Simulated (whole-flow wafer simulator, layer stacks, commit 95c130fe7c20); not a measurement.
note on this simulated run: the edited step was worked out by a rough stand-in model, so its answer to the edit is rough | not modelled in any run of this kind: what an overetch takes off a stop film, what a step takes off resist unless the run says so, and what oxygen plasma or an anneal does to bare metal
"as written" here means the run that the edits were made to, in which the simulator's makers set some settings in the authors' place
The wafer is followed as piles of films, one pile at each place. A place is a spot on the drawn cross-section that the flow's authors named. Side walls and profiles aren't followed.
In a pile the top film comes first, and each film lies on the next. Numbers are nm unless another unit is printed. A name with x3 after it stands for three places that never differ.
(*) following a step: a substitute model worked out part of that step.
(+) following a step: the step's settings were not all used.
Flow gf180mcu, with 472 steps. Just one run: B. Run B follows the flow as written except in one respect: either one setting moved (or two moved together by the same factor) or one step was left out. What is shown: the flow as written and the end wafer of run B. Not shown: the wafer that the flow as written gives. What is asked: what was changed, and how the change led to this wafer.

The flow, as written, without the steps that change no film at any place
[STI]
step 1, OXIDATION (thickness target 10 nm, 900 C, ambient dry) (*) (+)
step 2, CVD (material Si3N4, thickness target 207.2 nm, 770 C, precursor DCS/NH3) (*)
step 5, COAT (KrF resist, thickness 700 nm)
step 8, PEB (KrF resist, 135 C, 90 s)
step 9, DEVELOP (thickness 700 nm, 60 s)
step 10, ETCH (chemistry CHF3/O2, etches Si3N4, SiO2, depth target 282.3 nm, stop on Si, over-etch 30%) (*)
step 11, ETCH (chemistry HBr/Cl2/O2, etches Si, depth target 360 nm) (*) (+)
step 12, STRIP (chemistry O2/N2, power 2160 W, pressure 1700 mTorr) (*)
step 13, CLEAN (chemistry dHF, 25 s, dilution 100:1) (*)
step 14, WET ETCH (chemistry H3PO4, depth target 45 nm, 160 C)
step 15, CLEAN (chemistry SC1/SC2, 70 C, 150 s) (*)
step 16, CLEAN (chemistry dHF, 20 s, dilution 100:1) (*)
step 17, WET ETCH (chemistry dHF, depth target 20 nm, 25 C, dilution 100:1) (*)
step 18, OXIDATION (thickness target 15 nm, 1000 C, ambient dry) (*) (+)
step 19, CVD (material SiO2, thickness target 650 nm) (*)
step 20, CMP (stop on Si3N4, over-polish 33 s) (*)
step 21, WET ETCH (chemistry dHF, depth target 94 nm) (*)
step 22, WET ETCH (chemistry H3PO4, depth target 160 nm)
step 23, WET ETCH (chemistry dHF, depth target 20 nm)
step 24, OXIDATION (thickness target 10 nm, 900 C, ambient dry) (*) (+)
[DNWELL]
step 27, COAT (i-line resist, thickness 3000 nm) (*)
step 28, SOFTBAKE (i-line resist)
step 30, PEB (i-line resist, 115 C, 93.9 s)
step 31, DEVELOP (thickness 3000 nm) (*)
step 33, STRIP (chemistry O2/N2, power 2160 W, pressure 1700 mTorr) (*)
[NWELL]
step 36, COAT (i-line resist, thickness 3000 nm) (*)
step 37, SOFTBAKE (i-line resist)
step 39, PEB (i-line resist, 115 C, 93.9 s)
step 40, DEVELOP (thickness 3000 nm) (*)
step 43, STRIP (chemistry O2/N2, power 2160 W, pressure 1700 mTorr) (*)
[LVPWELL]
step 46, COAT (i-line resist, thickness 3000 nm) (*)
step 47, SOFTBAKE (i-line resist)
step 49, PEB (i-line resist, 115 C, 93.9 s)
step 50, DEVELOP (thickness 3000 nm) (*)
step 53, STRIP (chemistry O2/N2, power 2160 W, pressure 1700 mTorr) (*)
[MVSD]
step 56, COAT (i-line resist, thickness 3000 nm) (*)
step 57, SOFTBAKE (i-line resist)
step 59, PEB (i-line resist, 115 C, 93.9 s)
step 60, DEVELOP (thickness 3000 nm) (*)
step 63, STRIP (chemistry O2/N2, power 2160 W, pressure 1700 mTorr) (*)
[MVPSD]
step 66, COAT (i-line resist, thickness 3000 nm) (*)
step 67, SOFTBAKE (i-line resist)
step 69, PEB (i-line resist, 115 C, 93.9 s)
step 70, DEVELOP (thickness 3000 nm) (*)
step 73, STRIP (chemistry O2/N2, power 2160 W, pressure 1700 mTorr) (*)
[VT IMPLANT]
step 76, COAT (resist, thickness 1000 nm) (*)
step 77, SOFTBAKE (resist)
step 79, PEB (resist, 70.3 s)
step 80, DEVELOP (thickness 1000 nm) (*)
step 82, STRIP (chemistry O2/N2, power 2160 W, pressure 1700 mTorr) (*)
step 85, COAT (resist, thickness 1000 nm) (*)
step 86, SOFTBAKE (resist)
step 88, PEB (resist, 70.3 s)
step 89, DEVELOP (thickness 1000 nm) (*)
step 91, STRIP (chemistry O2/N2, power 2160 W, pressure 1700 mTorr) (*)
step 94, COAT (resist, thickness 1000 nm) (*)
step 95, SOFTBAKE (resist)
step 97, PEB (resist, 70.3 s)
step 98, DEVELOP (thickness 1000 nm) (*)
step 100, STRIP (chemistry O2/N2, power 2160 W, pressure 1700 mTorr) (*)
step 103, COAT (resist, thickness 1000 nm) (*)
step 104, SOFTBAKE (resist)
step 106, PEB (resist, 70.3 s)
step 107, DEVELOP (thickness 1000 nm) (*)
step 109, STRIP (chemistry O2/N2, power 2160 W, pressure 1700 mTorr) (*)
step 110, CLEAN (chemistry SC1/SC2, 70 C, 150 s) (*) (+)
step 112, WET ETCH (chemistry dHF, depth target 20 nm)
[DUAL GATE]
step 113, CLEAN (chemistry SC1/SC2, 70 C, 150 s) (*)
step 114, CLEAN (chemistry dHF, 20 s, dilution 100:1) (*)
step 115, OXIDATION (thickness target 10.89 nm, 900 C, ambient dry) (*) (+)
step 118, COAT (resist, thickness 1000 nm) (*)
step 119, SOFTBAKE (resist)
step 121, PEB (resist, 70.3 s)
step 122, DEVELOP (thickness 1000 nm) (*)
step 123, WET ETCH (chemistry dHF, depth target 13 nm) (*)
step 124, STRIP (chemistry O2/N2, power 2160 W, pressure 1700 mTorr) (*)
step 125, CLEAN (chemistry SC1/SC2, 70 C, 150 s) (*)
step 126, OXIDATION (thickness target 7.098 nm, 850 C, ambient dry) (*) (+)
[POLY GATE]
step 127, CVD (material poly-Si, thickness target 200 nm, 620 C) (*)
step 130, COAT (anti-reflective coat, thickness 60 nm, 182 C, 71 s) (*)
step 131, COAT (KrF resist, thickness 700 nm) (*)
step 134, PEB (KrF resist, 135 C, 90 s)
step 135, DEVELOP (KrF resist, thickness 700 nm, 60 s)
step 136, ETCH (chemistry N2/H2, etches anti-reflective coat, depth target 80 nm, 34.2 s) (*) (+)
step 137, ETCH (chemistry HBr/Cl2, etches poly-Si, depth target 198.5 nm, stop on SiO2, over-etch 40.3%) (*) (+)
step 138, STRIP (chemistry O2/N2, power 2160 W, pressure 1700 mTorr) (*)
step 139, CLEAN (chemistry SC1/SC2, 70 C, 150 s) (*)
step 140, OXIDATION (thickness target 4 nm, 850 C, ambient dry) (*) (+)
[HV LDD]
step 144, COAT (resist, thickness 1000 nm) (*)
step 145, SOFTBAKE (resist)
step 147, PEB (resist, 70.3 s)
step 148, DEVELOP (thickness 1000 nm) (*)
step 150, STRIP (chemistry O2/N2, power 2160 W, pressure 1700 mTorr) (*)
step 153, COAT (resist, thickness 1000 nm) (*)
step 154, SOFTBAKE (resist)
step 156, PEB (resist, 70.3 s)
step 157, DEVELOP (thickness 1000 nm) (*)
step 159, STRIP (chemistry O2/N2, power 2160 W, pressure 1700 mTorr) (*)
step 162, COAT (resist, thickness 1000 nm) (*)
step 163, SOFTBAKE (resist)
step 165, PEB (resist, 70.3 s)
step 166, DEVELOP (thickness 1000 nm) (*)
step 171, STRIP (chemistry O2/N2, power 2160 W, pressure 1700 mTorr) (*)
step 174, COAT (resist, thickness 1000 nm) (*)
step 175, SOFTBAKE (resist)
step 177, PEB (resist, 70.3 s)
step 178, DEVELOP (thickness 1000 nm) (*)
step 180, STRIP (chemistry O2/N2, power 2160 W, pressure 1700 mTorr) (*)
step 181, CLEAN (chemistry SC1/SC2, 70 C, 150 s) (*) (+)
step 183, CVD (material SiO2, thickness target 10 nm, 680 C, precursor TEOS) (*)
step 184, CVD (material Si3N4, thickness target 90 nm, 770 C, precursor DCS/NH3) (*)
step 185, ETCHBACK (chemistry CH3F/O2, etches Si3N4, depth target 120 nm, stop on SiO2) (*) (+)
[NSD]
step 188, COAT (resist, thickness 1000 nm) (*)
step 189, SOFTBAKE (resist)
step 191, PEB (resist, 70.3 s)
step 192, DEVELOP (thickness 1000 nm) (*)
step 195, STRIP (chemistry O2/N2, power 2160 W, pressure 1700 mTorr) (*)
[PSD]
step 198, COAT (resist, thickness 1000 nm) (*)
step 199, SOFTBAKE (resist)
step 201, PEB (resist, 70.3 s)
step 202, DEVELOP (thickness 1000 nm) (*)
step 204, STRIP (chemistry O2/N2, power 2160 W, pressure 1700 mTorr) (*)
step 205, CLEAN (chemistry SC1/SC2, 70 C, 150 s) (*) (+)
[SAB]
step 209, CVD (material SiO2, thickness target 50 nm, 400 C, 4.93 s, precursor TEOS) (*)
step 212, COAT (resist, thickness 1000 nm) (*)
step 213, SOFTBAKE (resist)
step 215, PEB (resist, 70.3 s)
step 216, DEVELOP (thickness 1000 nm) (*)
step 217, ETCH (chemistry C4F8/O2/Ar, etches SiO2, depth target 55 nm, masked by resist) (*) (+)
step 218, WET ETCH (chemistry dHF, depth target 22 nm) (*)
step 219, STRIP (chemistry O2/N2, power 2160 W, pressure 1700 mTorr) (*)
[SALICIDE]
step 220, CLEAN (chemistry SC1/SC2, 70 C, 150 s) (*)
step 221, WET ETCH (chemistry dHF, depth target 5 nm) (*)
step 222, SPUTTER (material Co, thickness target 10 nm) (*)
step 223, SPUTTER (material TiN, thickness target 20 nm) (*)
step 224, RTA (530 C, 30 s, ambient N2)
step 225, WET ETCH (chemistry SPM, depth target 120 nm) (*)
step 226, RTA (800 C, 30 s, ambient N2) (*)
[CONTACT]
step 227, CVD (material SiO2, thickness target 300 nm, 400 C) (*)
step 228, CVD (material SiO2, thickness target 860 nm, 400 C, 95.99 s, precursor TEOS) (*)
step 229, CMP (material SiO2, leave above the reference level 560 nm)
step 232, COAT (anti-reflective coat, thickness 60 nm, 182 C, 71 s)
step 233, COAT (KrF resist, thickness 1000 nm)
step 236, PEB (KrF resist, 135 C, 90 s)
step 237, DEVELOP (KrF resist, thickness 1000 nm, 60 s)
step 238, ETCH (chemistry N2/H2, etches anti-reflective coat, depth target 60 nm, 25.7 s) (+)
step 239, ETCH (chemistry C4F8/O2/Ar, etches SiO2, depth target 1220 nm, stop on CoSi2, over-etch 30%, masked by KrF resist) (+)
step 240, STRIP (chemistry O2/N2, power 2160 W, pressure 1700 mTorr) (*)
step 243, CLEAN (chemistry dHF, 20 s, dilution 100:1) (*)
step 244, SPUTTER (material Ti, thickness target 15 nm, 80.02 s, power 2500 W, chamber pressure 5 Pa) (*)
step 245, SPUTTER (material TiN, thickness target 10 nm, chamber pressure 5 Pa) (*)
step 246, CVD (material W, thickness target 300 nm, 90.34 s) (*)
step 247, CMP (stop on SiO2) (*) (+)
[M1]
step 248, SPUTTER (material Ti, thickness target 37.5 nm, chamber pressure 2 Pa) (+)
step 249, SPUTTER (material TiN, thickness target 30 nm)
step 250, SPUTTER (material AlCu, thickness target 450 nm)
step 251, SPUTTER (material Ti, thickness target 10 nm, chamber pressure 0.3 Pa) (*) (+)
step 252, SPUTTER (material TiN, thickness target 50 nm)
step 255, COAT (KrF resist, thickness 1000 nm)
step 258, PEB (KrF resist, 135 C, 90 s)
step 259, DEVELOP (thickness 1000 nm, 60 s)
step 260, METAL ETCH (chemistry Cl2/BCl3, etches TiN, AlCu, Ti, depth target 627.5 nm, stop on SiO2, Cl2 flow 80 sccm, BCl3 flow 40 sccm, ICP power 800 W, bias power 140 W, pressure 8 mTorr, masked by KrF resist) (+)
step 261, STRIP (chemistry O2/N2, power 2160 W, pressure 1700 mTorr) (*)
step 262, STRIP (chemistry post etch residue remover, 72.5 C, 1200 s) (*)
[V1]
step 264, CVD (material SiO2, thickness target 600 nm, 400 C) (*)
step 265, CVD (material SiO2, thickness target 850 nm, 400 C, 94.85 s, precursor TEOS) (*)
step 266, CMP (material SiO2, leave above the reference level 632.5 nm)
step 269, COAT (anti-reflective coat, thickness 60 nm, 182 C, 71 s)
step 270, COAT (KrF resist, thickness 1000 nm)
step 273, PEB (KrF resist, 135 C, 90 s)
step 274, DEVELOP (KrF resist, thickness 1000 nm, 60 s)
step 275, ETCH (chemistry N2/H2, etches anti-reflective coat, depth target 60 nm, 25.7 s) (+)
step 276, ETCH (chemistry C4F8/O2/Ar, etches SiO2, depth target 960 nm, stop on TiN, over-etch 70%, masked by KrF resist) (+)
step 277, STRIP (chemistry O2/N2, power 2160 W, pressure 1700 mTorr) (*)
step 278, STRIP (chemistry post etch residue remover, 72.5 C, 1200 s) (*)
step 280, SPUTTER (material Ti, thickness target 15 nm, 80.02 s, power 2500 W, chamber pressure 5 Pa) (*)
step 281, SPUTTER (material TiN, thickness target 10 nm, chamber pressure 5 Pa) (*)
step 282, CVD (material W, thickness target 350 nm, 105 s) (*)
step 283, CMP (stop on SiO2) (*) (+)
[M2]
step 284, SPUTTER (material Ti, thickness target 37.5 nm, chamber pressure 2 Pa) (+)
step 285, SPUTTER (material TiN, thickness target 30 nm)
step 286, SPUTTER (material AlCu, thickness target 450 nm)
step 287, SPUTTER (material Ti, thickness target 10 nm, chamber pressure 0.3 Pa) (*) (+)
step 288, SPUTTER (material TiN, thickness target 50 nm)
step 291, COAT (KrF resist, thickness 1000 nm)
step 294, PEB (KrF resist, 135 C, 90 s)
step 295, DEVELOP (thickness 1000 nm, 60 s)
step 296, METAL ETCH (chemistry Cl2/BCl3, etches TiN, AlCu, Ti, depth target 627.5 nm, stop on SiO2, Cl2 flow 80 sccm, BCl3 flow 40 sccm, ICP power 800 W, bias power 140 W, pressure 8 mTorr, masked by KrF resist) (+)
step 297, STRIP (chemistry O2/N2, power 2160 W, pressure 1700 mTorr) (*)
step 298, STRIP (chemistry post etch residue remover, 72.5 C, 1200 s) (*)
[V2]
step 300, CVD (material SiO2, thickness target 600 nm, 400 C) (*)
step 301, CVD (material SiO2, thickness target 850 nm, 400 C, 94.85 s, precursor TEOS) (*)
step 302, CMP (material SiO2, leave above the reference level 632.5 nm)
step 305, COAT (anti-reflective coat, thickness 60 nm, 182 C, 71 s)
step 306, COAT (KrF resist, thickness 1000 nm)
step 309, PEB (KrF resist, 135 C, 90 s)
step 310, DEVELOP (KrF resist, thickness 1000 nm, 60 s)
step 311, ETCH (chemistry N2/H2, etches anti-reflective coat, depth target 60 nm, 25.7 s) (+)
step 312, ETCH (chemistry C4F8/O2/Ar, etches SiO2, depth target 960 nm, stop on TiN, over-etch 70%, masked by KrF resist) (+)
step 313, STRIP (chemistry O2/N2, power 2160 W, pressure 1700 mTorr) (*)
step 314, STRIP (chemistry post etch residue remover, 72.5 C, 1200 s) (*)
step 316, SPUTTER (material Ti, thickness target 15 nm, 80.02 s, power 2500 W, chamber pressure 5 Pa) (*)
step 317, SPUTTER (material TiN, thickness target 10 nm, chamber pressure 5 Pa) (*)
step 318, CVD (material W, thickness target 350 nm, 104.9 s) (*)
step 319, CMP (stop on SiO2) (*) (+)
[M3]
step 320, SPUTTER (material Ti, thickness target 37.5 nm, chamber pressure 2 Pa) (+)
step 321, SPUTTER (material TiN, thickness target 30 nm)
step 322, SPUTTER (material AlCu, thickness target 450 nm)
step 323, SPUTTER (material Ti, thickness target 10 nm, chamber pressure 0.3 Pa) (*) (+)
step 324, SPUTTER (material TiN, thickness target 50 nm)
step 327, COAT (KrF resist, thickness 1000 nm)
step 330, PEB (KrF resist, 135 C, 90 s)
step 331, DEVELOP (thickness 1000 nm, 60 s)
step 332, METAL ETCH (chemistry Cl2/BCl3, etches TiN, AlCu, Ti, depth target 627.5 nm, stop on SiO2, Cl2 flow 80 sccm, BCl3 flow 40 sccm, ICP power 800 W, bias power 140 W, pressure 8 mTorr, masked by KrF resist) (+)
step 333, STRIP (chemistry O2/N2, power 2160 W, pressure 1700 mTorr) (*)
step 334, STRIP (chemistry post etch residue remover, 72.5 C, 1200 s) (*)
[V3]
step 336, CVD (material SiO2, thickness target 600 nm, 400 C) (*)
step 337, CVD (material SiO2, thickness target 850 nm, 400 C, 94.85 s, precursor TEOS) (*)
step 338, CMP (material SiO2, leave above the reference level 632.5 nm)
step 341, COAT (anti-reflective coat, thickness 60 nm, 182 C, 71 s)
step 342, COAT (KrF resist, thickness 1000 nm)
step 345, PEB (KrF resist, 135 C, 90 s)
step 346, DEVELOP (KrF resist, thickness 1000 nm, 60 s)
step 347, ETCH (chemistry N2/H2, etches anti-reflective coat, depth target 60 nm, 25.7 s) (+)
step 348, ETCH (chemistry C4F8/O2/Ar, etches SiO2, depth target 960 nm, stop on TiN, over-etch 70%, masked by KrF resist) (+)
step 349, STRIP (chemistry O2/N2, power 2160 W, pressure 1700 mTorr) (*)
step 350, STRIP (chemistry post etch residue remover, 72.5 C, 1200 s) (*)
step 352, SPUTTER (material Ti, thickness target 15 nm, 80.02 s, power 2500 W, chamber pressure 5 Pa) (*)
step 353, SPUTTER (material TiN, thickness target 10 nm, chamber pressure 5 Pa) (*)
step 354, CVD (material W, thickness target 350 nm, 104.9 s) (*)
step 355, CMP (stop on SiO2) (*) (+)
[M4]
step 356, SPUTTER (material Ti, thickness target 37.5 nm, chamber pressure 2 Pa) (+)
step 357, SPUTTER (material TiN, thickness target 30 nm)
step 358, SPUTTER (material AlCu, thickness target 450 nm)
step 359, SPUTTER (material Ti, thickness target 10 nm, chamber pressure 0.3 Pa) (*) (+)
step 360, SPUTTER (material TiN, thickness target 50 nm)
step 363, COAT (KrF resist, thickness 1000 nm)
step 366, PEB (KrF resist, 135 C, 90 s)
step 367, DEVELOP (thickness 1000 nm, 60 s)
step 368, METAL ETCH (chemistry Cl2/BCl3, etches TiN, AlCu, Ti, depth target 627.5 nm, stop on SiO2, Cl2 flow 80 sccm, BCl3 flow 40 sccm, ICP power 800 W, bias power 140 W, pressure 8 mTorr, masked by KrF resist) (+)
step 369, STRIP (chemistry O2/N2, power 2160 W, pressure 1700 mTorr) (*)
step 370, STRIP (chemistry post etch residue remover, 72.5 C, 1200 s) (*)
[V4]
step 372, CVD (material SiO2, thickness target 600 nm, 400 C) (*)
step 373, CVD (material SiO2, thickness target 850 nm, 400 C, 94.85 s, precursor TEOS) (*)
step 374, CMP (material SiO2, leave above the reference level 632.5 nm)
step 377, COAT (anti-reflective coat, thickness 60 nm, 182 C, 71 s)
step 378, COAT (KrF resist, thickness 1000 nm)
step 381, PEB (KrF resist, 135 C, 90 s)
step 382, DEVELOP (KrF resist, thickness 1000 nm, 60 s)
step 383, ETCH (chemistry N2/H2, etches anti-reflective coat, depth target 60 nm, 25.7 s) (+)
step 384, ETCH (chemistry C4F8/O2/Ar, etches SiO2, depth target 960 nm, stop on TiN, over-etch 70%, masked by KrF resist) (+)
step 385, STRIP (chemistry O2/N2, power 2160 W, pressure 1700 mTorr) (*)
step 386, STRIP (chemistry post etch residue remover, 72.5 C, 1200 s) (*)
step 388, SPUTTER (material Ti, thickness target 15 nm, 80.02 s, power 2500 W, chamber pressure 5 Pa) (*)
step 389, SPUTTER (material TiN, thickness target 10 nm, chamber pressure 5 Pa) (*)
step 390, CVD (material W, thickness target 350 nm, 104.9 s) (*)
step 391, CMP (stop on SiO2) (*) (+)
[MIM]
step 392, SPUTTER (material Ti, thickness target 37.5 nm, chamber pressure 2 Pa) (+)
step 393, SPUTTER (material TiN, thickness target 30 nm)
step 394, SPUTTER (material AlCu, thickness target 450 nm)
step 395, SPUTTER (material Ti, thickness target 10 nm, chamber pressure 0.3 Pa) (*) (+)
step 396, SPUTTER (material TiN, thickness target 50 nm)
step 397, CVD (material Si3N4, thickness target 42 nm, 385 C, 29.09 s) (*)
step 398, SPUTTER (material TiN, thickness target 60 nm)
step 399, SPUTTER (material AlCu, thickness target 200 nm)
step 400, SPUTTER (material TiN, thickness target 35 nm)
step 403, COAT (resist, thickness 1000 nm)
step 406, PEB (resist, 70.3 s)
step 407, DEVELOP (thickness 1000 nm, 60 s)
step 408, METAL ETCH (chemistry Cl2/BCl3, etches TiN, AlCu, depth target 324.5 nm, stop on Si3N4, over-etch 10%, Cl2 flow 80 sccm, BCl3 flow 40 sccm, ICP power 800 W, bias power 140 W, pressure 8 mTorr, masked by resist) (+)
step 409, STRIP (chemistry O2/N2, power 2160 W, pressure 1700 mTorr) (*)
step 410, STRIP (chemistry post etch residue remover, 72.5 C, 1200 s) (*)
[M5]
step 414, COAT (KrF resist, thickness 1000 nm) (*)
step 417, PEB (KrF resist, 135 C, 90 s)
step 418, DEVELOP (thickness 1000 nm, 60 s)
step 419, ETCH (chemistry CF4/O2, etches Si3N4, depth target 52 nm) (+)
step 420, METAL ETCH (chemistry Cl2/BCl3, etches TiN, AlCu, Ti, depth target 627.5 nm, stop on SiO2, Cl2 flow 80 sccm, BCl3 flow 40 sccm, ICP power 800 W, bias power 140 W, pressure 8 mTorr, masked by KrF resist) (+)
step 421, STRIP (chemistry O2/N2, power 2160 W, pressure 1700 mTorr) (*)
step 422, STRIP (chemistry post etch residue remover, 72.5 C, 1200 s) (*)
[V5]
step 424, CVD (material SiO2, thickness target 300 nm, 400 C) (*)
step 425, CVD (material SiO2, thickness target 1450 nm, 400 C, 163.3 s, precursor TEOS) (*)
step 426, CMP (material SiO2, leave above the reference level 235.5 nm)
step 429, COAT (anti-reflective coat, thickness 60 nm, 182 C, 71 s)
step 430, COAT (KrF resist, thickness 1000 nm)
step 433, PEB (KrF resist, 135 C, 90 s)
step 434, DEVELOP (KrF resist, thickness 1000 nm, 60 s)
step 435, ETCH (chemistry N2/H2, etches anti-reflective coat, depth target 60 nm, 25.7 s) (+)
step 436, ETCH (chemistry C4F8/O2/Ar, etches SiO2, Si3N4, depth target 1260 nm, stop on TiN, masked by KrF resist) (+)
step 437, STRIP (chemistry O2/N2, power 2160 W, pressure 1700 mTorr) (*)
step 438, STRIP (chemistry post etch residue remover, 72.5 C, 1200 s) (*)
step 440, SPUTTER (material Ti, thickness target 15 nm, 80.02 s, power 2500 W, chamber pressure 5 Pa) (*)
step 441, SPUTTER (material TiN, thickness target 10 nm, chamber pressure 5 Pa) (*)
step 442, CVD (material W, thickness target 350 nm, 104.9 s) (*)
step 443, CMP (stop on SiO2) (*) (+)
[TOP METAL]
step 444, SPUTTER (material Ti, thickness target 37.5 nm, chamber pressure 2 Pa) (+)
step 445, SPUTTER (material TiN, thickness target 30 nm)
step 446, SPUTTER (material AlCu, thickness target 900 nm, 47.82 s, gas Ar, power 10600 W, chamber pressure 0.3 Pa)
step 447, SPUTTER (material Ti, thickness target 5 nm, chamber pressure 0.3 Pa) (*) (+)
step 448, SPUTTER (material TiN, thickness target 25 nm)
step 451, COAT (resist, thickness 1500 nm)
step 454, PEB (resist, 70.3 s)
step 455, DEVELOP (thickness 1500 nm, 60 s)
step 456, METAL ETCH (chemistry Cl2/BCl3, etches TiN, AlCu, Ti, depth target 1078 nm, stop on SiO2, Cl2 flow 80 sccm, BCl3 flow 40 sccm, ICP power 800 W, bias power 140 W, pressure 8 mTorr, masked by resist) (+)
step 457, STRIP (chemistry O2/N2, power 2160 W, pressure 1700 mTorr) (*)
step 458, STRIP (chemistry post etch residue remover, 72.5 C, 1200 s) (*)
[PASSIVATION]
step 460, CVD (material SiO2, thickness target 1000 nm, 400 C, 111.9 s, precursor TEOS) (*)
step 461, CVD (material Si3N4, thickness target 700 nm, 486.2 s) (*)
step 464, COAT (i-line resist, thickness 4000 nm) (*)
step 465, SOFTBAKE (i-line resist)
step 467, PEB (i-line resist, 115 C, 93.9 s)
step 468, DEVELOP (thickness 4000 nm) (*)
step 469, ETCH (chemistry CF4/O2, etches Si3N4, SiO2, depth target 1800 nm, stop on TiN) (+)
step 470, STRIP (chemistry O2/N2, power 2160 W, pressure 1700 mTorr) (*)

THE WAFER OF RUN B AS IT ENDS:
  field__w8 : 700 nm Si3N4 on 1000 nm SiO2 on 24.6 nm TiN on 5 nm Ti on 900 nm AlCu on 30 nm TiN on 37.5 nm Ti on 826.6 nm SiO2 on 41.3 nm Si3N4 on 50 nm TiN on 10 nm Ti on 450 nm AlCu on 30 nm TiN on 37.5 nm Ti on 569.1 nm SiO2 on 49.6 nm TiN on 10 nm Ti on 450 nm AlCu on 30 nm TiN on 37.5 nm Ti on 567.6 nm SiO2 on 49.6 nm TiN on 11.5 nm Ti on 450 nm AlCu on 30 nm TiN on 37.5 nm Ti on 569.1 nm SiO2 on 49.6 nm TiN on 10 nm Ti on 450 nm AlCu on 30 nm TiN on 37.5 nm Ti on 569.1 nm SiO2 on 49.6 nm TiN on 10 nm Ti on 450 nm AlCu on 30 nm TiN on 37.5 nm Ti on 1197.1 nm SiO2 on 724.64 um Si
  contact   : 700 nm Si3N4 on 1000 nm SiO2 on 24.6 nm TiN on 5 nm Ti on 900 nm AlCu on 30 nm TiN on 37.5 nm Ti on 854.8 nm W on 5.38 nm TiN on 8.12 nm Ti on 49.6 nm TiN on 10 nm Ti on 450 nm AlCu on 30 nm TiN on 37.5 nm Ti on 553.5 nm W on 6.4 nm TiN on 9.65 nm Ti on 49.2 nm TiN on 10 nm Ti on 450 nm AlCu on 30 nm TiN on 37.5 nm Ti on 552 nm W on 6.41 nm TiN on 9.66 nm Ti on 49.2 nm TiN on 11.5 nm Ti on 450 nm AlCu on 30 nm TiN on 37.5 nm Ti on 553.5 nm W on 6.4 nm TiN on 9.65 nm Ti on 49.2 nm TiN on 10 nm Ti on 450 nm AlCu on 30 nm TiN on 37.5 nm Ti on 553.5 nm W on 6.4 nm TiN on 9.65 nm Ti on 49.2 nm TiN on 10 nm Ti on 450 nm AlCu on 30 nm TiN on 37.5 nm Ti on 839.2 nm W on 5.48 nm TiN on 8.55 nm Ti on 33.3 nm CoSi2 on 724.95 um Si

The reason: step 323, SPUTTER: thickness target 11.5 nm was run, whereas the flow has thickness target 10 nm.
The wafer lets one read it off: field__w8 has Ti 11.5, and step 323 as written asks for 10 nm.

How this came from the change, step by step:
  step 323, SPUTTER (material Ti, thickness target 10 nm, chamber pressure 0.3 Pa) (*) (+)
      field, field__w1, field__w2 and 108 more: Ti gains 11.5 (new film) (in the flow as written it would be: Ti gains 10 (new film))
  step 332, METAL ETCH (chemistry Cl2/BCl3, etches TiN, AlCu, Ti, depth target 627.5 nm, stop on SiO2, Cl2 flow 80 sccm, BCl3 flow 40 sccm, ICP power 800 W, bias power 140 W, pressure 8 mTorr, masked by KrF resist) (+)
      field, field__w1, field__w2 and 103 more: TiN loses 50 (all of it), Ti loses 11.5 (all of it), AlCu loses 450 (all of it), TiN loses 30 (all of it), Ti loses 37.5 (all of it) (in the flow as written it would be: TiN loses 50 (all of it), Ti loses 10 (all of it), AlCu loses 450 (all of it), TiN loses 30 (all of it), Ti loses 37.5 (all of it))
